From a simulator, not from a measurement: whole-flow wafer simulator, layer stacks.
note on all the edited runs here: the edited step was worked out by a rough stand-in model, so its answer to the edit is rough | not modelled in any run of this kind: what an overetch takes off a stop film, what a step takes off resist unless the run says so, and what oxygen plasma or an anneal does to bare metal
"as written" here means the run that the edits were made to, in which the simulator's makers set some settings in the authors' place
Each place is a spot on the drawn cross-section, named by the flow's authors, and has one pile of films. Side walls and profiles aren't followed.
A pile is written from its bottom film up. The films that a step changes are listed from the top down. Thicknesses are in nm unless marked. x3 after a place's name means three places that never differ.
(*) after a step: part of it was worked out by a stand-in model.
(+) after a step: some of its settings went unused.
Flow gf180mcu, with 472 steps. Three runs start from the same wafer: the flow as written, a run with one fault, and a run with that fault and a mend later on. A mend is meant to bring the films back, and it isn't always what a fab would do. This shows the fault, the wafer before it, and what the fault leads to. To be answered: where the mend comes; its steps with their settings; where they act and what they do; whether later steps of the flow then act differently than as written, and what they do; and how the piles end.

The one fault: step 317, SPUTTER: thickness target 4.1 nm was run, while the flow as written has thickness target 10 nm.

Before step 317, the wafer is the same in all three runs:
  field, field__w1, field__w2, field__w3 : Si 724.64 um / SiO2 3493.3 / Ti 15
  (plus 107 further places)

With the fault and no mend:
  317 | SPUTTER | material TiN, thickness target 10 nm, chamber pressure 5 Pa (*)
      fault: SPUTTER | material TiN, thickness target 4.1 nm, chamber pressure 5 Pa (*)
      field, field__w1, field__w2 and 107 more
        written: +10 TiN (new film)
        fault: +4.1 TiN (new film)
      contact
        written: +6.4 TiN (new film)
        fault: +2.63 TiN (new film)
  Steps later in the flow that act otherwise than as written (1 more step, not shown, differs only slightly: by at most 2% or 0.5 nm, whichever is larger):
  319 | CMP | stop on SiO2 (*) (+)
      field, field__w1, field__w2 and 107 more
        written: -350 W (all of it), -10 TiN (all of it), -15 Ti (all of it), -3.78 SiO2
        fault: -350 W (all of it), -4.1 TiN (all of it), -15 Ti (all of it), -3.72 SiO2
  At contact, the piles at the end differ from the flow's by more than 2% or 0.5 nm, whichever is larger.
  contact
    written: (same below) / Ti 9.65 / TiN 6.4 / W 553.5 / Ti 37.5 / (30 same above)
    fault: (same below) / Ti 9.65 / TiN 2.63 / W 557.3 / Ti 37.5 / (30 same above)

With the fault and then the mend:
  The mend stands after step 317.
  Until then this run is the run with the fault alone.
  317a | SPUTTER | material TiN, thickness target 5.9 nm, chamber pressure 5 Pa (*) (the flow's step 317 again, with other settings)
      field, field__w1, field__w2 and 107 more
        +5.9 TiN
      contact
        +3.78 TiN
  Later steps of the flow that are run all act as written at every place that is followed.
  By the end, the piles equal the flow's at every place that both follow.
